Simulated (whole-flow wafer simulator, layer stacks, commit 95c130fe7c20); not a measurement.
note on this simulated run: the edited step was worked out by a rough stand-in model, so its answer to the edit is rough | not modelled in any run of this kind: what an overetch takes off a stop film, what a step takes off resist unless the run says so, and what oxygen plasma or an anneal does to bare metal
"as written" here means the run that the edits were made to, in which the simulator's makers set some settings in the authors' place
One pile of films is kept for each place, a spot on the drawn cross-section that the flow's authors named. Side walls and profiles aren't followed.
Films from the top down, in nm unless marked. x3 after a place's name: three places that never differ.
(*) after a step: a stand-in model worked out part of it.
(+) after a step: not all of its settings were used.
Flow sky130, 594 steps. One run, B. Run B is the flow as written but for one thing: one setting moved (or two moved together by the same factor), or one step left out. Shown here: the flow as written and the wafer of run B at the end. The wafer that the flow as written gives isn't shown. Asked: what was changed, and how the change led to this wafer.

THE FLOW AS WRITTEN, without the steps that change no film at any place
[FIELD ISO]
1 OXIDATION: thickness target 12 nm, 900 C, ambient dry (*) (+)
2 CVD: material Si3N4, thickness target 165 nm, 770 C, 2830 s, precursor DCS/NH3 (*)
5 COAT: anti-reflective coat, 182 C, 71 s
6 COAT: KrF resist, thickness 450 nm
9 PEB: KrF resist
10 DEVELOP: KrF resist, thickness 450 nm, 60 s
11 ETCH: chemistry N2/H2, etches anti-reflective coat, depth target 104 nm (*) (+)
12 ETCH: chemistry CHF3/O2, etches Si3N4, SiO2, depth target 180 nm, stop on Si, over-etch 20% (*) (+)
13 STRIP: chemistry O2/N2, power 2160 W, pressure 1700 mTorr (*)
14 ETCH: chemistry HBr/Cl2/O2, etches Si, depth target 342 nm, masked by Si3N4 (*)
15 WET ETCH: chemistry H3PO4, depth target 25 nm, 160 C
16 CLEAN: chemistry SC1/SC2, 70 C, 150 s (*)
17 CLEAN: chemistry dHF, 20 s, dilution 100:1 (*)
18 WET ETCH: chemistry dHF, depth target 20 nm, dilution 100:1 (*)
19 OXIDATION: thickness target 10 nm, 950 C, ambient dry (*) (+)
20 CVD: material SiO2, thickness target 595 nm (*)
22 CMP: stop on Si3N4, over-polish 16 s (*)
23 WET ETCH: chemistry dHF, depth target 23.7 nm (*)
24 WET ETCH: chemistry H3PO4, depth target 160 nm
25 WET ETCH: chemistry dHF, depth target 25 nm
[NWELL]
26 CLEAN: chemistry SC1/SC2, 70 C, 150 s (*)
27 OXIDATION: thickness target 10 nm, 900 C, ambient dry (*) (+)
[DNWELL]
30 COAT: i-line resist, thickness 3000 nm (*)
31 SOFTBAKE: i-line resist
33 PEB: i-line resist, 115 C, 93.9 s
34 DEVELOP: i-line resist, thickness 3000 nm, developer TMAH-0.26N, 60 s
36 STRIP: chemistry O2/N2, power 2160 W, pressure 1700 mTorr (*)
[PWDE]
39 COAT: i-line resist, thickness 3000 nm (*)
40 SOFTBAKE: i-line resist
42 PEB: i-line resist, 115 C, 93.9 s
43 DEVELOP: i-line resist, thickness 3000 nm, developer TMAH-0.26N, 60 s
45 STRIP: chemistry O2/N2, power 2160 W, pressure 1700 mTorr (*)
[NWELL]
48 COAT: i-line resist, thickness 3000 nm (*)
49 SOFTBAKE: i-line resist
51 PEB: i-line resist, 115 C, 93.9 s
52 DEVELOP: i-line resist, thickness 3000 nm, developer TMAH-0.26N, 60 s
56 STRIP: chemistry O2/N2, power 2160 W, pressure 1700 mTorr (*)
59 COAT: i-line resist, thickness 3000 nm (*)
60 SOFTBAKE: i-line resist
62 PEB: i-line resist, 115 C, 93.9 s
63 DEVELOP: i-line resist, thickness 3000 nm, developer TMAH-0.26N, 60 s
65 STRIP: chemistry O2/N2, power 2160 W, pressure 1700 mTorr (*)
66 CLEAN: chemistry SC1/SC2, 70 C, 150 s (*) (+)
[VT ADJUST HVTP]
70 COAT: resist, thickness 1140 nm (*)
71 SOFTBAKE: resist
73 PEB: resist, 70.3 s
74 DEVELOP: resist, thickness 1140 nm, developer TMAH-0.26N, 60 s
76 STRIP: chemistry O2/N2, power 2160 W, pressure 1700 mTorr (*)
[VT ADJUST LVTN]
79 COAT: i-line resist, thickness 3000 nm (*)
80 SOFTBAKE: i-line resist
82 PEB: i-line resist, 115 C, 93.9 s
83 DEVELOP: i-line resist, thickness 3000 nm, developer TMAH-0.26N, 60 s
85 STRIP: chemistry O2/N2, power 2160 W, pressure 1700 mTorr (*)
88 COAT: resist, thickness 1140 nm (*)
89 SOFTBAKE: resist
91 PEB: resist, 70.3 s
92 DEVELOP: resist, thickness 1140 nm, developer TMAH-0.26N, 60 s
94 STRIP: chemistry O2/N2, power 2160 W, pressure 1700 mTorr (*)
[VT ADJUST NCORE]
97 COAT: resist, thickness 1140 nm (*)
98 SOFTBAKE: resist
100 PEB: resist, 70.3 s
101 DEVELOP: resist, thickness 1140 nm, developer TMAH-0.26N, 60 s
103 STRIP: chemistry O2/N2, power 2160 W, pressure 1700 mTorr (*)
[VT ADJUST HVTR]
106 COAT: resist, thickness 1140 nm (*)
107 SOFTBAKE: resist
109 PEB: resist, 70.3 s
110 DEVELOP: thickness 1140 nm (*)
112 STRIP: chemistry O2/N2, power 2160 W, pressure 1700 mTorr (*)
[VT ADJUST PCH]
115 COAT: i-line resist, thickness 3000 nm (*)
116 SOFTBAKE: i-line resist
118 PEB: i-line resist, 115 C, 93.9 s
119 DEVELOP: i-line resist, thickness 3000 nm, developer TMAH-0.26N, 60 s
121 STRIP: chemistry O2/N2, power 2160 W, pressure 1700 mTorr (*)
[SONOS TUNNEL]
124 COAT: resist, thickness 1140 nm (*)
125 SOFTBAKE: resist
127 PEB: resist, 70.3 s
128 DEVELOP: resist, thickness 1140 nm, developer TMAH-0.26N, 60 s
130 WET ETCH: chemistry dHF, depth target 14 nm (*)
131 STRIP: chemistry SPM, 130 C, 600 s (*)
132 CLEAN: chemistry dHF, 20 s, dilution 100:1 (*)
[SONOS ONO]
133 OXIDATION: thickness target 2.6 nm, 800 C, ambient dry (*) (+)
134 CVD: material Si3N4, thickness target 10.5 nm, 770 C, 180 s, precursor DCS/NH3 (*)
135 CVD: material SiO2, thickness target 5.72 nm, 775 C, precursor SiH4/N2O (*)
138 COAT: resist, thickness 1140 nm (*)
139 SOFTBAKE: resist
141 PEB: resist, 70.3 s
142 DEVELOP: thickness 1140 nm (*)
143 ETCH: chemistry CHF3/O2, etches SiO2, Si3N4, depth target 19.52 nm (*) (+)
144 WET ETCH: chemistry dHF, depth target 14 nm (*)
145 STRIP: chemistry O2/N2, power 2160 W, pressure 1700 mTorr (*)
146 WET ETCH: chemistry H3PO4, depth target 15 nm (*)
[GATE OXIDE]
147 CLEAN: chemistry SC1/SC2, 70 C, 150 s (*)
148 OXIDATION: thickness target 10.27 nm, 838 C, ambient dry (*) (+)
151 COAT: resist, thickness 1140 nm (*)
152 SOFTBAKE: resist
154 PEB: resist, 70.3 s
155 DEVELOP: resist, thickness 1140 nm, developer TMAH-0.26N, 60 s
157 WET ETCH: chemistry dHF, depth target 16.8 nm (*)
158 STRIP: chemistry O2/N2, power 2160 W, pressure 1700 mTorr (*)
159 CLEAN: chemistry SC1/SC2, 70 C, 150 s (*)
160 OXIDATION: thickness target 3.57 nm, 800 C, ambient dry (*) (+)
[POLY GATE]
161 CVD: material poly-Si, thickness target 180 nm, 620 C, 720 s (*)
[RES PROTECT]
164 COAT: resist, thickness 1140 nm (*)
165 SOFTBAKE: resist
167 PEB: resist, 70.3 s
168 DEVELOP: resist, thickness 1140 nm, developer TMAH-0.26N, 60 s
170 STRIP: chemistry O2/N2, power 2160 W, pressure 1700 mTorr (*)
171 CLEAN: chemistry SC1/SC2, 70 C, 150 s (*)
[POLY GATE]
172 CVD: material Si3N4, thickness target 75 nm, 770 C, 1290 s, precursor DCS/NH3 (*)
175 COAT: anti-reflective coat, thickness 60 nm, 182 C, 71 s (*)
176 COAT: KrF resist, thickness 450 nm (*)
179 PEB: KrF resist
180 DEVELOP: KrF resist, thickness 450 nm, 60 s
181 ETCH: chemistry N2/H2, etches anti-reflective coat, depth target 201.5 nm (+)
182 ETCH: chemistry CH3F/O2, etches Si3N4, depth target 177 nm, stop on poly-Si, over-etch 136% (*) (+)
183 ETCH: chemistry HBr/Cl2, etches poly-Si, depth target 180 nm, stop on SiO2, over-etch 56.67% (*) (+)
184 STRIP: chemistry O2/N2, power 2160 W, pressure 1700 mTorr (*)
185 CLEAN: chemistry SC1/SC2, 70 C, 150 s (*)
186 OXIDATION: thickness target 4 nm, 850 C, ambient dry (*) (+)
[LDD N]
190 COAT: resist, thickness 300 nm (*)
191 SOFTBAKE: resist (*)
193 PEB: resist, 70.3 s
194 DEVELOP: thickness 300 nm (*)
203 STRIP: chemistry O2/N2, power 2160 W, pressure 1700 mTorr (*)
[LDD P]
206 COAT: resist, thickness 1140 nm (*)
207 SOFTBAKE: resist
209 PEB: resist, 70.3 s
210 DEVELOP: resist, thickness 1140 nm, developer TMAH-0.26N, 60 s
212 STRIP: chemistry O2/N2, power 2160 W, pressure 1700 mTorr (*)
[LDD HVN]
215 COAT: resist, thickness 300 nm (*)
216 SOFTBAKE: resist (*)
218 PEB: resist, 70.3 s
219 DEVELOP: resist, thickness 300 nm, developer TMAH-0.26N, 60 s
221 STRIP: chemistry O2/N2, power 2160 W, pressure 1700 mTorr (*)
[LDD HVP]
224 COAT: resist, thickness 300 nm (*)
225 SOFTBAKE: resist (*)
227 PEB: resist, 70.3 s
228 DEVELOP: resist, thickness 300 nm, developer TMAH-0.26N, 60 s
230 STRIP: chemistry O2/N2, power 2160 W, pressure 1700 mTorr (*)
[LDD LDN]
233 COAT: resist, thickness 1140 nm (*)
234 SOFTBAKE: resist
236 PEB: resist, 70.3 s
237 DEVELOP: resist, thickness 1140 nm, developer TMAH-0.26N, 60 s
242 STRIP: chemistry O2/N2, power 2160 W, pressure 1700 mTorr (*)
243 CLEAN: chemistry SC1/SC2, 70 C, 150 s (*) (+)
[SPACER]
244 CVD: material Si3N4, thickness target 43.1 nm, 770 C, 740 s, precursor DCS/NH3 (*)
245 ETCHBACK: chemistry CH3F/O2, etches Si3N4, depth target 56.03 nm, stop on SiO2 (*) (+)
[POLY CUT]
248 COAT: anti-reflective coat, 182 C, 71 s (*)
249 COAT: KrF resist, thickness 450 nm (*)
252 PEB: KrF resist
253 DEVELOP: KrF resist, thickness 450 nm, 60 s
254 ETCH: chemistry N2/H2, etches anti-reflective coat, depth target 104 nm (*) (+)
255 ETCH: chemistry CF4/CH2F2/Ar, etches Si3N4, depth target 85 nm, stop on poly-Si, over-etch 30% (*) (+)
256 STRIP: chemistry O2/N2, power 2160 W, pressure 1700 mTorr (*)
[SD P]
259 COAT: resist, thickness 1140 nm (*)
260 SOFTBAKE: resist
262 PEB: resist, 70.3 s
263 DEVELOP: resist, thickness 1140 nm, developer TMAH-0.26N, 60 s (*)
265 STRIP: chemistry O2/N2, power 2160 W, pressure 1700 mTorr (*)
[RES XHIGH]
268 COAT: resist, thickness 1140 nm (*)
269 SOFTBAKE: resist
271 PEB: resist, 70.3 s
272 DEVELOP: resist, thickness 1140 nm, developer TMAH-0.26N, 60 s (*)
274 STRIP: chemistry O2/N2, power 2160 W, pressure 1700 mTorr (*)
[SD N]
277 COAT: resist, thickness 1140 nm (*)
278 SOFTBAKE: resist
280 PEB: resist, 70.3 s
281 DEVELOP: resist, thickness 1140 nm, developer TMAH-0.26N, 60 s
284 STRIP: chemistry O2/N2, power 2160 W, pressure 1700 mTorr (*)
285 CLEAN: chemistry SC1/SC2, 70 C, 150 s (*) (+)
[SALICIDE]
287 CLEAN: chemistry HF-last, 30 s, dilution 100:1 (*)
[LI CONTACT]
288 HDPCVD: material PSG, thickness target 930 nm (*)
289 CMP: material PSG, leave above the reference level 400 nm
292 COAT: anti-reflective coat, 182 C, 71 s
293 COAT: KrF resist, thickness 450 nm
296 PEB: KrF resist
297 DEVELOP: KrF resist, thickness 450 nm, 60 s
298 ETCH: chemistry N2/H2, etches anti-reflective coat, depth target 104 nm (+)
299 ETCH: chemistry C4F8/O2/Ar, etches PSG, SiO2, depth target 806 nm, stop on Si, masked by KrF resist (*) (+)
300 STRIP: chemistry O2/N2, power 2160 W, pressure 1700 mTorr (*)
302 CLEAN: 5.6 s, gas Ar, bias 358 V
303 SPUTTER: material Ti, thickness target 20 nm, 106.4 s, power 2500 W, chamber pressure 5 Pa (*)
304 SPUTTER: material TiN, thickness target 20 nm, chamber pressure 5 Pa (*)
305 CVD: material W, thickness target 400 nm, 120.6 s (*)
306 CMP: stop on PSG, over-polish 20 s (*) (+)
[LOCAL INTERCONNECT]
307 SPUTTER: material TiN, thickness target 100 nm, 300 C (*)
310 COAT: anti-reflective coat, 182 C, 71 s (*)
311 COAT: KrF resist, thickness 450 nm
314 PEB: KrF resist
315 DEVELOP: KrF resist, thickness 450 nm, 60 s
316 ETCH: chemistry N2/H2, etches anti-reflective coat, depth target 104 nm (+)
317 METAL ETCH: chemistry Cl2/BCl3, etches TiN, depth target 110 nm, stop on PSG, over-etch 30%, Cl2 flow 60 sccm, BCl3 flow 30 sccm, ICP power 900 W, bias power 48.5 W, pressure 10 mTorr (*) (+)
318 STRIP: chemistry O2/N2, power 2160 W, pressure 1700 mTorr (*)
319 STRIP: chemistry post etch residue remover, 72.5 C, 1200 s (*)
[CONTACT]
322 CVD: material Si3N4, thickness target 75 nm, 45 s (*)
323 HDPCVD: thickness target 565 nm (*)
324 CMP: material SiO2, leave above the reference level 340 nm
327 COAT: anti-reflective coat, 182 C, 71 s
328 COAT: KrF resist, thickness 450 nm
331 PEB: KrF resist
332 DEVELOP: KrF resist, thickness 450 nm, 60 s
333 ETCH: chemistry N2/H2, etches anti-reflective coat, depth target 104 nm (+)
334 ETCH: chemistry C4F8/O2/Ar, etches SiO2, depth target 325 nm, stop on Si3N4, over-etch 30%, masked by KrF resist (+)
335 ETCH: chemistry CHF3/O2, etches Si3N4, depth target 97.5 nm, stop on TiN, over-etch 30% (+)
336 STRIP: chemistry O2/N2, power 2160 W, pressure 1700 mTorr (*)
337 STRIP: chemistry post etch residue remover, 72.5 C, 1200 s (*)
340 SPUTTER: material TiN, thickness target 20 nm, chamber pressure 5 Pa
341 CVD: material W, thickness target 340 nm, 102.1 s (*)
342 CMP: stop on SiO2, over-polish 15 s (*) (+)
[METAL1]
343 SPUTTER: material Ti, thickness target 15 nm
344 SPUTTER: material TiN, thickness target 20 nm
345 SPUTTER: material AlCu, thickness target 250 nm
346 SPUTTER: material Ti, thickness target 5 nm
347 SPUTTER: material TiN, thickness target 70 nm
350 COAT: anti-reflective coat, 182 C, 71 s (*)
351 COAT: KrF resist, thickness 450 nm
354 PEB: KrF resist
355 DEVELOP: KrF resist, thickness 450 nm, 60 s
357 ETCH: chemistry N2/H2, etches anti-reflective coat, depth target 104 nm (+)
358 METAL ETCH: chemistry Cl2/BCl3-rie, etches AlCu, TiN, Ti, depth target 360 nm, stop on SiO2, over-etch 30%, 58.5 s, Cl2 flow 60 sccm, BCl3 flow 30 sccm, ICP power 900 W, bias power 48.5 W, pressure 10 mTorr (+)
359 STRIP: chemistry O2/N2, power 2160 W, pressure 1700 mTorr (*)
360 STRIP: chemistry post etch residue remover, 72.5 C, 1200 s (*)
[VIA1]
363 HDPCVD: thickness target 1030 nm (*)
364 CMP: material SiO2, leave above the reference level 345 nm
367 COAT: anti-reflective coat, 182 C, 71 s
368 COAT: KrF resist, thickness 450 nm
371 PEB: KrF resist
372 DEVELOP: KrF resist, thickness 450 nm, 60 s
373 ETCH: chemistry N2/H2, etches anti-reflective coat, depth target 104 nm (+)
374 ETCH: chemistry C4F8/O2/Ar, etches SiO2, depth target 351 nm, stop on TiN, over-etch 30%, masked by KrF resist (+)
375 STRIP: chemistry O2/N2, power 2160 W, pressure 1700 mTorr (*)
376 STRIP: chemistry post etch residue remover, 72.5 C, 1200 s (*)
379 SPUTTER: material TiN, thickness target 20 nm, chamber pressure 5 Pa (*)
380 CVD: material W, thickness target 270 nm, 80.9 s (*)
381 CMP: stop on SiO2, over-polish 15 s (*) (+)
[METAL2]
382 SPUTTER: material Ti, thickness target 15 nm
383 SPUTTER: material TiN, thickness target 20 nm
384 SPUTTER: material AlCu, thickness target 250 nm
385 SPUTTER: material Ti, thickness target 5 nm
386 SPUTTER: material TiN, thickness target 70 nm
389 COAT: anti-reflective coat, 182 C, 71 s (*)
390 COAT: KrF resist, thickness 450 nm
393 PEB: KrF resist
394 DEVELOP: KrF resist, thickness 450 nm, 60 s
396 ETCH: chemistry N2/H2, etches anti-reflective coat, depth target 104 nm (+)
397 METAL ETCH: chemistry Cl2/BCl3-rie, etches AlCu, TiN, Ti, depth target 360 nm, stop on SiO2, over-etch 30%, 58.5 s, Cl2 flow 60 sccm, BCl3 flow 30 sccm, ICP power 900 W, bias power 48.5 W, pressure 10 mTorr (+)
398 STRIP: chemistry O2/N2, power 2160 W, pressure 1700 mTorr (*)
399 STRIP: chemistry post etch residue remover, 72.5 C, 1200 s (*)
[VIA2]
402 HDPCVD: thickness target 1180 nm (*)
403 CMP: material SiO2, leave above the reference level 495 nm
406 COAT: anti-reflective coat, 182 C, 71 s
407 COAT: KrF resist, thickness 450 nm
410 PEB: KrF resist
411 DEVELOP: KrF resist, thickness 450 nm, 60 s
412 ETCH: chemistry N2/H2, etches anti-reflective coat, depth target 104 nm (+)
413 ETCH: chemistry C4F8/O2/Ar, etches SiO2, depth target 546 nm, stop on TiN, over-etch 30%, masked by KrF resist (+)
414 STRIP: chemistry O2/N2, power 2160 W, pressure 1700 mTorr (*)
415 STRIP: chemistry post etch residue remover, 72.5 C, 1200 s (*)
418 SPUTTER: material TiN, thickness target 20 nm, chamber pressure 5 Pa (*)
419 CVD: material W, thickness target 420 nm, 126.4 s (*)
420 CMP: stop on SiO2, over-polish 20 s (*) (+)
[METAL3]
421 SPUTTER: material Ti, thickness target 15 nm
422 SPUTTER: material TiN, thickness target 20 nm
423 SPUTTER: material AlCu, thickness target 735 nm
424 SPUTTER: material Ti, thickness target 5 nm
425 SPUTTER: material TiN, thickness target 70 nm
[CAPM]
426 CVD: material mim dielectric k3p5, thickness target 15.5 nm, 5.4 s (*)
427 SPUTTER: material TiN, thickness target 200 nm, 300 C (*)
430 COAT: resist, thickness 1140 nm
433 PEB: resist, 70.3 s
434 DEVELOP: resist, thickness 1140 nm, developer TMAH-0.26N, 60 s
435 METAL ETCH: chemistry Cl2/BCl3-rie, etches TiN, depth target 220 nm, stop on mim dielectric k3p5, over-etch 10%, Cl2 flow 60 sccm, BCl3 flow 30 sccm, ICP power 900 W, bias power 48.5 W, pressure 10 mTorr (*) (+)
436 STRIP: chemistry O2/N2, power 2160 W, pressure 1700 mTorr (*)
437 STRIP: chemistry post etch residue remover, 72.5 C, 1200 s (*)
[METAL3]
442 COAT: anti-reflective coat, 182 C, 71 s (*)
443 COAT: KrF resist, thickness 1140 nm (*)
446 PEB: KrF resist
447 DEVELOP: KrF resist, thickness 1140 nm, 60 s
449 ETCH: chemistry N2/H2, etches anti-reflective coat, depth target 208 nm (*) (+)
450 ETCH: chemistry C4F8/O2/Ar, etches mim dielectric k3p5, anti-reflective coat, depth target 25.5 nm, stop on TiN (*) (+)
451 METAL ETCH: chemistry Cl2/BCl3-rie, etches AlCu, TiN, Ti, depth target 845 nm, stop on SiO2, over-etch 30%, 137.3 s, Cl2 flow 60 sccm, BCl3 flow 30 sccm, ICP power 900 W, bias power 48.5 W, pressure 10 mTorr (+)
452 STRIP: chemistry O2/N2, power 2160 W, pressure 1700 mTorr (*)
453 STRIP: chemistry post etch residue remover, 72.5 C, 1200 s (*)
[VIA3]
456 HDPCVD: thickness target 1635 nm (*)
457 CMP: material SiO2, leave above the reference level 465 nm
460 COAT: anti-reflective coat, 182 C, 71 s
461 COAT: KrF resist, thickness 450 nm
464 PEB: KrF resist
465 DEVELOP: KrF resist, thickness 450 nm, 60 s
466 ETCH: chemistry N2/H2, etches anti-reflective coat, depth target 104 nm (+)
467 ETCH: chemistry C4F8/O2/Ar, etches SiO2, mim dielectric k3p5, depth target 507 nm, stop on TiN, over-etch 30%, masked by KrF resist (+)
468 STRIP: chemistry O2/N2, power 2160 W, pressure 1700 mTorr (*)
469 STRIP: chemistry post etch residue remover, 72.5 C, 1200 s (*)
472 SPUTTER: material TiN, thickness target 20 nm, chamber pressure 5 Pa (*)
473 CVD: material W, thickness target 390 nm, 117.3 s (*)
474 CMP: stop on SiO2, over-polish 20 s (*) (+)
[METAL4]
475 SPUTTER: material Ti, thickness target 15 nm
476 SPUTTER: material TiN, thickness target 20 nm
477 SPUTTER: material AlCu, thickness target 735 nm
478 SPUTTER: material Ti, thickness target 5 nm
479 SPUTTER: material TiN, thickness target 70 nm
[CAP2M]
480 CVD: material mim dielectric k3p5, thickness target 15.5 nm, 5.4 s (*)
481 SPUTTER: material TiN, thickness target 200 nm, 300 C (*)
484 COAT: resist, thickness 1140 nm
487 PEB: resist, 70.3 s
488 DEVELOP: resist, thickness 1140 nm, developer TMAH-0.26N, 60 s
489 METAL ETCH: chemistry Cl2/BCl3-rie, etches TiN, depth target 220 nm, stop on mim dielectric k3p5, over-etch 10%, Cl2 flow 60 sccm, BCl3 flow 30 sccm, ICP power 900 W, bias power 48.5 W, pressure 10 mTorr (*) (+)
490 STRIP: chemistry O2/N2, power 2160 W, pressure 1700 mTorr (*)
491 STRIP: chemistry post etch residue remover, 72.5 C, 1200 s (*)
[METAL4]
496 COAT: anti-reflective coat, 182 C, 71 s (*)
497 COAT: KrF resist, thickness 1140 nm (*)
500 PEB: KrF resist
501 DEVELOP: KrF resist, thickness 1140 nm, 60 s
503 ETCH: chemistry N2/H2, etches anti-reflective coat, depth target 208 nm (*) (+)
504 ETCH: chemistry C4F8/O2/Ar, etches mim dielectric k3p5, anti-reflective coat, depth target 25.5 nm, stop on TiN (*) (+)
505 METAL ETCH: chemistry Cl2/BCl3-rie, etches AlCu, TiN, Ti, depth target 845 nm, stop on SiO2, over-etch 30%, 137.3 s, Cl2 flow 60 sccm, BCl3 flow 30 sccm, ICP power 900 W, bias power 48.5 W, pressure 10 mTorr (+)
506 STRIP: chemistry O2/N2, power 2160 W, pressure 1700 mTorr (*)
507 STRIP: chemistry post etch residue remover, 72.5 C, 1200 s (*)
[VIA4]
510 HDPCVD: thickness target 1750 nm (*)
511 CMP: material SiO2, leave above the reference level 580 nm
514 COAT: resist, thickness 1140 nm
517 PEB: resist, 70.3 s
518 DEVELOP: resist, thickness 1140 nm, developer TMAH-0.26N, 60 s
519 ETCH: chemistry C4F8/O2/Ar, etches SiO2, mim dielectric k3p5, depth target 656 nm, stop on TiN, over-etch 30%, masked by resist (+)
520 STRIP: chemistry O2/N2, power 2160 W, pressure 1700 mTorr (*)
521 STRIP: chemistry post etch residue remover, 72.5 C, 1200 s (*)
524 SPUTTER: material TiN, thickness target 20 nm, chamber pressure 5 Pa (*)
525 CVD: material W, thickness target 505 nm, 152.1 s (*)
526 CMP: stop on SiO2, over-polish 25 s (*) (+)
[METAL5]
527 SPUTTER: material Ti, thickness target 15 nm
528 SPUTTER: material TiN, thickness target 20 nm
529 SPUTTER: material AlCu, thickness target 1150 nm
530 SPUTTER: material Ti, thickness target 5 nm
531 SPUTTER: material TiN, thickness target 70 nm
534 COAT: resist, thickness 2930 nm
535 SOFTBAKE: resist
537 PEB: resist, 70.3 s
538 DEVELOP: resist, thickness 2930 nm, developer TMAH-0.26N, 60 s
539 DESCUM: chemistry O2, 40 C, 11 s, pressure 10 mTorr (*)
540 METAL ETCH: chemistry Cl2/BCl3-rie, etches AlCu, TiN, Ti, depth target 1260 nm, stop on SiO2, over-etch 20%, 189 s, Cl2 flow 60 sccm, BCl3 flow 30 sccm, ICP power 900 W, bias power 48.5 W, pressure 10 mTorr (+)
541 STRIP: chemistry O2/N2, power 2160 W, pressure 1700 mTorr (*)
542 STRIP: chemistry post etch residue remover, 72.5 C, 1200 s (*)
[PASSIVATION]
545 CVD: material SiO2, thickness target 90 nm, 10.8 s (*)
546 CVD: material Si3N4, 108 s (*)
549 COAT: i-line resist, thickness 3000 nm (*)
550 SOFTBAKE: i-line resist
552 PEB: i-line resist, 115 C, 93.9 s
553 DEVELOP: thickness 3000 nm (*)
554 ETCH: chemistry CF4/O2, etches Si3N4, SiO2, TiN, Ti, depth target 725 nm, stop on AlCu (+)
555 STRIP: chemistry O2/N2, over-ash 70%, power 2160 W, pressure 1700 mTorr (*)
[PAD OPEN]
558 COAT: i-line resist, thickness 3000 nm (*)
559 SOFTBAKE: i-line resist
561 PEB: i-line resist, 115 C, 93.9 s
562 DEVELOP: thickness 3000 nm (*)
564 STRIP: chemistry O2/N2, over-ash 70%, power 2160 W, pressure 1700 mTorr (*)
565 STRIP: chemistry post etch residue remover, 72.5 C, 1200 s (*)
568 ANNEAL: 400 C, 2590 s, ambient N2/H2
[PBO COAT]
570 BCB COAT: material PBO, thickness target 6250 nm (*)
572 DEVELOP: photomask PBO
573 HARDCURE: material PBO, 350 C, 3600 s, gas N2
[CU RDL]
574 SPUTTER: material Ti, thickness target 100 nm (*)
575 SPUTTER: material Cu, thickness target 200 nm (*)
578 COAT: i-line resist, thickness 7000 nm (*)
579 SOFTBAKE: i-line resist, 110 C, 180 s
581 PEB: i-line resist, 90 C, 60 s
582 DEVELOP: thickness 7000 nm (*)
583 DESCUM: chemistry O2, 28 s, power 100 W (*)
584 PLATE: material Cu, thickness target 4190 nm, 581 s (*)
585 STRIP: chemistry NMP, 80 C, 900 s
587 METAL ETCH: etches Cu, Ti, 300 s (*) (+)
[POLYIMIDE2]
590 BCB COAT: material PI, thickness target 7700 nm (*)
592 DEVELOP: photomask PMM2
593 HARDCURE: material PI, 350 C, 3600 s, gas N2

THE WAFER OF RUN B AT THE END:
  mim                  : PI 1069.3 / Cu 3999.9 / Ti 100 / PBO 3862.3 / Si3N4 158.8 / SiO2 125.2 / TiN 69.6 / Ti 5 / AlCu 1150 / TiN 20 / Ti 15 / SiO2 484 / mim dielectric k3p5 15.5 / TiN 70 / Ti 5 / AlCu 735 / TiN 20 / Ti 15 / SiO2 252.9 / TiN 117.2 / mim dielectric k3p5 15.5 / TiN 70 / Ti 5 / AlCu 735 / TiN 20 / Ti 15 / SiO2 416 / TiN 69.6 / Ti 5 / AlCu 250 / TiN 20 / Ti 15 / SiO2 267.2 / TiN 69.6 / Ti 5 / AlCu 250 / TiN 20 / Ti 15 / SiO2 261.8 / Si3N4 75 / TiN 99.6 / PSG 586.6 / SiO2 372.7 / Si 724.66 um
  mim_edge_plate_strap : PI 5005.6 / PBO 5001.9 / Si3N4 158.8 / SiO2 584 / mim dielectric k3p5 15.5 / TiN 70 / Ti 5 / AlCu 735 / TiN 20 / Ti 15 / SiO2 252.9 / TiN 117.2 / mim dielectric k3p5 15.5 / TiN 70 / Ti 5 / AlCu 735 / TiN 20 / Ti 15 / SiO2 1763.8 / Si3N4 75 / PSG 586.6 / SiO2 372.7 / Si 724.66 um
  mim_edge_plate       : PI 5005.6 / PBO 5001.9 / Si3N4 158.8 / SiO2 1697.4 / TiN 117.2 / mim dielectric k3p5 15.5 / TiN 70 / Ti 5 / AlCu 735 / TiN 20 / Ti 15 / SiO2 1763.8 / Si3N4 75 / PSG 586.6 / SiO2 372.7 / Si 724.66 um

The cause: step 427, SPUTTER: thickness target 118 nm was run, where the flow has thickness target 200 nm.

How the change led to this, step by step:
  427 SPUTTER: material TiN, thickness target 200 nm, 300 C (*)
      field, active, n_well and 188 more: TiN +118 (new film) (as written it would be: TiN +200 (new film))
  435 METAL ETCH: chemistry Cl2/BCl3-rie, etches TiN, depth target 220 nm, stop on mim dielectric k3p5, over-etch 10%, Cl2 flow 60 sccm, BCl3 flow 30 sccm, ICP power 900 W, bias power 48.5 W, pressure 10 mTorr (*) (+)
      field, active, n_well and 185 more: TiN -118 (all of it) (as written it would be: TiN -200 (all of it))
      mim, mim_edge_plate_strap, mim_edge_plate: resist -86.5 (as written it would be: resist -146.7)
  436 STRIP: chemistry O2/N2, power 2160 W, pressure 1700 mTorr (*)
      mim, mim_edge_plate_strap, mim_edge_plate: resist -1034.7 (all of it) (as written it would be: resist -974.6 (all of it))
  442 COAT: anti-reflective coat, 182 C, 71 s (*)
      poly_licon, rpo_hd_licon: anti-reflective coat +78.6 (new film) (as written it would be: anti-reflective coat +57.6 (new film))
      mim: anti-reflective coat +29.9 (new film) (as written it would be: anti-reflective coat +40.4 (new film))
      (and at 8 more places)
  443 COAT: KrF resist, thickness 1140 nm (*)
      mim_edge_plate_strap, mim_edge_plate: KrF resist +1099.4 (new film) (as written it would be: KrF resist +1017.4 (new film))
      mim: KrF resist +1093.8 (new film) (as written it would be: KrF resist +1025.5 (new film))
      (and at 2 more places)
  447 DEVELOP: KrF resist, thickness 1140 nm, 60 s
      rxpo_ln: KrF resist -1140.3 (all of it) (as written it would be: KrF resist -1165.6 (all of it))
  449 ETCH: chemistry N2/H2, etches anti-reflective coat, depth target 208 nm (*) (+)
      poly_licon, rpo_hd_licon: anti-reflective coat -78.6 (all of it) (as written it would be: anti-reflective coat -57.6 (all of it))
      rpo_hd: anti-reflective coat -75.4 (all of it) (as written it would be: anti-reflective coat -62 (all of it))
      (and at 2 more places)
  452 STRIP: chemistry O2/N2, power 2160 W, pressure 1700 mTorr (*)
      mim_edge_plate_strap, mim_edge_plate: KrF resist -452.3 (all of it), anti-reflective coat -3 (all of it) (as written it would be: KrF resist -370.5 (all of it), anti-reflective coat -3 (all of it))
      mim: KrF resist -446.8 (all of it), anti-reflective coat -29.9 (all of it) (as written it would be: KrF resist -378.7 (all of it), anti-reflective coat -40.4 (all of it))
      (and at 5 more places)
  457 CMP: material SiO2, leave above the reference level 465 nm
      mim, mim_edge_plate_strap, mim_edge_plate: SiO2 -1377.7 (as written it would be: SiO2 -1459.7)
